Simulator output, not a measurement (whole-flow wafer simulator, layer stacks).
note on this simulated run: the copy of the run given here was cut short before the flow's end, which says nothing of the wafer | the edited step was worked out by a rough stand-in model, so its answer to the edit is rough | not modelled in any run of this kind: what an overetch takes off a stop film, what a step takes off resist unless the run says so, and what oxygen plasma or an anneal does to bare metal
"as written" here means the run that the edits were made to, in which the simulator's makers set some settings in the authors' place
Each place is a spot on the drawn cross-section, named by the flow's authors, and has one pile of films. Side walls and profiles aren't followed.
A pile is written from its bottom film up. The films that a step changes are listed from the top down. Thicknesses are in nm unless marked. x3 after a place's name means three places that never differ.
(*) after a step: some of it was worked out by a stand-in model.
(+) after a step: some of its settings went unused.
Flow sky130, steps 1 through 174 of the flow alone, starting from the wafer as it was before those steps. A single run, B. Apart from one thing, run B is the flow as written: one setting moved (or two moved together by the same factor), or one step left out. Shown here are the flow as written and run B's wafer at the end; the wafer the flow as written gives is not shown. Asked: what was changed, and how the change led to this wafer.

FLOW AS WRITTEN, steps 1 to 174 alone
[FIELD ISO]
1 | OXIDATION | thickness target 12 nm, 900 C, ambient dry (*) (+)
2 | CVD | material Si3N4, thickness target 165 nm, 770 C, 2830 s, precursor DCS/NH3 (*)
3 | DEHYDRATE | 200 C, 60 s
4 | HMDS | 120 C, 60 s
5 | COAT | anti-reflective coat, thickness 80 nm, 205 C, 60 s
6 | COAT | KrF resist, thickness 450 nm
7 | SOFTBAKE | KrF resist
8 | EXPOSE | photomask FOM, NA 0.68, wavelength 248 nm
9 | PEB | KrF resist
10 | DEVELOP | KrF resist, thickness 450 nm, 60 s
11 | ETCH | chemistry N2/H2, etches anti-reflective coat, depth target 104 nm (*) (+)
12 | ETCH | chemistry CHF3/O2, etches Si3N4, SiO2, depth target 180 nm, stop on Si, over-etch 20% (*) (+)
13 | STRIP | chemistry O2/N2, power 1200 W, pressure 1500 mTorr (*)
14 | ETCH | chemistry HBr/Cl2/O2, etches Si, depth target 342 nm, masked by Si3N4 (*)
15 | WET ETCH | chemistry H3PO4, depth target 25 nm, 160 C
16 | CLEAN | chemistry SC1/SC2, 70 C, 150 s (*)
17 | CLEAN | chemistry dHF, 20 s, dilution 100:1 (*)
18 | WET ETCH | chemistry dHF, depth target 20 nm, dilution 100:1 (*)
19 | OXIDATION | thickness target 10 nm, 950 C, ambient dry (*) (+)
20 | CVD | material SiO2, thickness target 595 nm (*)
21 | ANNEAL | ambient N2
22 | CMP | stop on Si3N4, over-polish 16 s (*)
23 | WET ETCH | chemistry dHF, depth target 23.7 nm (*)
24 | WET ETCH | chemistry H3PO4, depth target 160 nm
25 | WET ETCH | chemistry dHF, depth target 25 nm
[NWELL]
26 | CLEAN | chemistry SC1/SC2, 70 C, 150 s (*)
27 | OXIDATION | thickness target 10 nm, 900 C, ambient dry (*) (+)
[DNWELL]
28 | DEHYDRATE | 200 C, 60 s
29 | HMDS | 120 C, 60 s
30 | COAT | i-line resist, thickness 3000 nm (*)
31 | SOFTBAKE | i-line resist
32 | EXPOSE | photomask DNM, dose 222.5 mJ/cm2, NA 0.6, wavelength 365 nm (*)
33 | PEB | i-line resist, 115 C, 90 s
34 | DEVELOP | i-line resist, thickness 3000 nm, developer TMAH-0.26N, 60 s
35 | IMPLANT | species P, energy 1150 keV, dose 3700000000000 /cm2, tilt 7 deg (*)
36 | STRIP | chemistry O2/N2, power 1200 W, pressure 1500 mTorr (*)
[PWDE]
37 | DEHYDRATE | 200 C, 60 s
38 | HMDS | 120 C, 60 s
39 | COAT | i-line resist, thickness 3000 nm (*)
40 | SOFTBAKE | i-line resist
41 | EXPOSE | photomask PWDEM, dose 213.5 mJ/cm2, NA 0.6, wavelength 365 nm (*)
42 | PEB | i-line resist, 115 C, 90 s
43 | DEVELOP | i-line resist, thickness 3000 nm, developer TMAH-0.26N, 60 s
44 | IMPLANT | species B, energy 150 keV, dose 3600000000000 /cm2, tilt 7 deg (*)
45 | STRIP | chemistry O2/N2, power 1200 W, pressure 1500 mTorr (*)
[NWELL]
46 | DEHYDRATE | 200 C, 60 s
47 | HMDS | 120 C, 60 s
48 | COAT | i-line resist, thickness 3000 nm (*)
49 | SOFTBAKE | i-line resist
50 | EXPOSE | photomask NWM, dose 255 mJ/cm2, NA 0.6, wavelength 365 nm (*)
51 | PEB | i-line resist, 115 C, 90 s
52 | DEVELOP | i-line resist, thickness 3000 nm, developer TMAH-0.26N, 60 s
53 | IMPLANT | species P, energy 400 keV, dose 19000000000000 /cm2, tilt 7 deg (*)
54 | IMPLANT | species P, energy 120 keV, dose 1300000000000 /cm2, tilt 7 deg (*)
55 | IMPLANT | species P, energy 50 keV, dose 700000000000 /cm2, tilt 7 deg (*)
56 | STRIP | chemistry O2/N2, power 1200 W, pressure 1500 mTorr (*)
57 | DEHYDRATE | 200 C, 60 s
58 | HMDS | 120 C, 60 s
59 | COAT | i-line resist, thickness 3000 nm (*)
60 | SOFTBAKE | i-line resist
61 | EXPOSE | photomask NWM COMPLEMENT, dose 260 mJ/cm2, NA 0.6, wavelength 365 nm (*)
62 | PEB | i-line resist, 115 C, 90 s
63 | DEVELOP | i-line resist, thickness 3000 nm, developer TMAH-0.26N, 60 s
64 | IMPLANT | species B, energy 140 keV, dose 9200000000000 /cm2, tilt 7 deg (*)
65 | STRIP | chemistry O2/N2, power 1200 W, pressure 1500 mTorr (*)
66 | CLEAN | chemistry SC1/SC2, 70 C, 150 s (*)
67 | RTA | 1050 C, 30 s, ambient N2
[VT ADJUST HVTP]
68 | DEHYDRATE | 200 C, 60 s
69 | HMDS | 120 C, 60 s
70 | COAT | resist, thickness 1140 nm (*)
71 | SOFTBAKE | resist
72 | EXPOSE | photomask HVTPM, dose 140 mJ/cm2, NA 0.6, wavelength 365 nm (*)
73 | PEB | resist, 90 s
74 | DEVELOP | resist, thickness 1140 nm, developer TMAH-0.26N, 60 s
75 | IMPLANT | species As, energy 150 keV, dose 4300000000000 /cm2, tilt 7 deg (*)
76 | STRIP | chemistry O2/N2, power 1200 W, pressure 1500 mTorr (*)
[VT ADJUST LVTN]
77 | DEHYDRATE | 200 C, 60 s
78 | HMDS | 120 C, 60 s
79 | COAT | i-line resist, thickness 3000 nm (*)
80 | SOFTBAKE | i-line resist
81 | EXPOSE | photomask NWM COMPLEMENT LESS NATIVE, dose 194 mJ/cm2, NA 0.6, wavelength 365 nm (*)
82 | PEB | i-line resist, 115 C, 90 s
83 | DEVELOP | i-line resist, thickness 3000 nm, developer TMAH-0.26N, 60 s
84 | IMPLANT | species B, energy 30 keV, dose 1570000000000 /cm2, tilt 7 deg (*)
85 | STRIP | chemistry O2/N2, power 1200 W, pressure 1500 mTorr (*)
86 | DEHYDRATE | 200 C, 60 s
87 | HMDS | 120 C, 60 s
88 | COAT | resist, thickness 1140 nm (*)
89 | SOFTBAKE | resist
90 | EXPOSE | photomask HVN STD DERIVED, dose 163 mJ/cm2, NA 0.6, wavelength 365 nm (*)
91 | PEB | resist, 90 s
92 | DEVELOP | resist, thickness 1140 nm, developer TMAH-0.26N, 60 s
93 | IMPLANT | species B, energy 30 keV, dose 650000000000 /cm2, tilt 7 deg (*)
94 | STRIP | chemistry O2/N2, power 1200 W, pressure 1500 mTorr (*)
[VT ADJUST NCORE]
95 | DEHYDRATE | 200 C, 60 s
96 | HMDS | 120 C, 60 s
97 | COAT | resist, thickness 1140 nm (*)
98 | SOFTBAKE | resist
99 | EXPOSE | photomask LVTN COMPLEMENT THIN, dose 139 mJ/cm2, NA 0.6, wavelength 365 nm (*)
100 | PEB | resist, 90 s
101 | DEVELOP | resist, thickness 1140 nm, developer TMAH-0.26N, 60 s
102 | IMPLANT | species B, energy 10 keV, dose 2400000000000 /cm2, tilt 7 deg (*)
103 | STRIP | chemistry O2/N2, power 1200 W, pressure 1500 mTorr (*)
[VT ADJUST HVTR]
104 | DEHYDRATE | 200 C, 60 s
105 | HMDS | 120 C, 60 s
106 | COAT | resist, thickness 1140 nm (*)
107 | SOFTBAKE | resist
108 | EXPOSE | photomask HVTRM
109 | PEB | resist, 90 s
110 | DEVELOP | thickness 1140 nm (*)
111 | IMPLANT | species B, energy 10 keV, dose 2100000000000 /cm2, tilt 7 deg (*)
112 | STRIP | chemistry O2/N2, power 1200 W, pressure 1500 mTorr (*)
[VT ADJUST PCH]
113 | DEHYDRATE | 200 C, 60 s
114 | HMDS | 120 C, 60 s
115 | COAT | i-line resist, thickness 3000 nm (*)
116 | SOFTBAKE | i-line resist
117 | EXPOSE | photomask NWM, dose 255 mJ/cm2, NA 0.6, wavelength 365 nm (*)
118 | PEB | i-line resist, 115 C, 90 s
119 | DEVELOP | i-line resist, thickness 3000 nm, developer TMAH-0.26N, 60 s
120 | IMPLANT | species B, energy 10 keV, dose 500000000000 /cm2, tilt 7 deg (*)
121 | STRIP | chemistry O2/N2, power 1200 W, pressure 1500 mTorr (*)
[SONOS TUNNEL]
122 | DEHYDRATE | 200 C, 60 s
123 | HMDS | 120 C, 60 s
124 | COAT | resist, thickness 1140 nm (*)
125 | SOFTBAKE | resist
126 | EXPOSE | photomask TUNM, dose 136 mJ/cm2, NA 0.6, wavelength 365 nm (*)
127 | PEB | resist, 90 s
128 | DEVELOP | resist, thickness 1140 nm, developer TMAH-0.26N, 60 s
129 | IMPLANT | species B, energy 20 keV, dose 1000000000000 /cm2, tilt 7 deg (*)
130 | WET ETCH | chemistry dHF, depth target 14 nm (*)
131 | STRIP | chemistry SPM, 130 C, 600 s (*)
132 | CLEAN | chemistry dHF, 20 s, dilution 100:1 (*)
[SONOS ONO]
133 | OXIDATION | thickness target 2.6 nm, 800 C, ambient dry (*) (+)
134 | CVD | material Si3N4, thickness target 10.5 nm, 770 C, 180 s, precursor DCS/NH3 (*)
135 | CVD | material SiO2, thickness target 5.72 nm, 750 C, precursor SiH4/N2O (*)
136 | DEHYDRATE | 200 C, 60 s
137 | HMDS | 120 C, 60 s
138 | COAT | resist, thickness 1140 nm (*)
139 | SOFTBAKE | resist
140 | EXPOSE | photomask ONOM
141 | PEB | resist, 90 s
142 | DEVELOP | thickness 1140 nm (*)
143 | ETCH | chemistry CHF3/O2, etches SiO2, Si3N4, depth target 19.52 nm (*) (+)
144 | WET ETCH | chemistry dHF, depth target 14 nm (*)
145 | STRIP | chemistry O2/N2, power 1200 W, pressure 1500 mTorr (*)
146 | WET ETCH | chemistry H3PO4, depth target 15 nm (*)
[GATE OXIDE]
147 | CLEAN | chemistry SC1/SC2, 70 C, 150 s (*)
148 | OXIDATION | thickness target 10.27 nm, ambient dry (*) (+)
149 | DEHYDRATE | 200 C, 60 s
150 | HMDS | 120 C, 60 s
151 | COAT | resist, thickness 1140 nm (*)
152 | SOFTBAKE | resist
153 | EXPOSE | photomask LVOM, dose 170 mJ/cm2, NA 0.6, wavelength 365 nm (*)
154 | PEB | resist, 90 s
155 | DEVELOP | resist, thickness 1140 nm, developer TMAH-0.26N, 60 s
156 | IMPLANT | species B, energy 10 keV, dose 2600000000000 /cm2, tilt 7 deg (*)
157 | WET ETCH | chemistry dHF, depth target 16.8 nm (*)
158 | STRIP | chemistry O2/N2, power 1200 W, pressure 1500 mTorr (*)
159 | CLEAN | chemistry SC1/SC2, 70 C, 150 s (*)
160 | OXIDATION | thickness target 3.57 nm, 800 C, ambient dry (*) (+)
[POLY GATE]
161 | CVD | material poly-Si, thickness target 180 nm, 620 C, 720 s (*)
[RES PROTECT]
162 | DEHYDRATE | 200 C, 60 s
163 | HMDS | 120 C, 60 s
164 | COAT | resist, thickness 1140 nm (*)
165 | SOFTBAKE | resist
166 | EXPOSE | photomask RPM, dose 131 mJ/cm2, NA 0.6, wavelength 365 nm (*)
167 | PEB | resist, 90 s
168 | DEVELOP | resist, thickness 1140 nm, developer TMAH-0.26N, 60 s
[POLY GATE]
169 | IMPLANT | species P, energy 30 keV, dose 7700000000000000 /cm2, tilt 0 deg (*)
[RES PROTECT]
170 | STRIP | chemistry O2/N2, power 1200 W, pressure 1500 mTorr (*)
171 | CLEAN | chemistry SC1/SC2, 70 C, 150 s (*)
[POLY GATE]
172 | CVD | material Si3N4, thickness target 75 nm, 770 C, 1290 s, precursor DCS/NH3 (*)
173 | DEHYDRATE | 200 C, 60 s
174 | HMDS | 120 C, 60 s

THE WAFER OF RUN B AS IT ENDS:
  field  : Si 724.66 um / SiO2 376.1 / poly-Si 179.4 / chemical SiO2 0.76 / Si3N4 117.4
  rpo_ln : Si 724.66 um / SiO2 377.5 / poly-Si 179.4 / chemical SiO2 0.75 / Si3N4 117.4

What caused this: step 172, CVD: 805 C was run, though the flow has 770 C.

The path from the change to this, step by step:
  172 | CVD | material Si3N4, thickness target 75 nm, 770 C, 1290 s, precursor DCS/NH3 (*)
      field, active, n_well and 187 more: Si3N4 gains 117.4 (new film) (it would be, as written: Si3N4 gains 75 (new film))
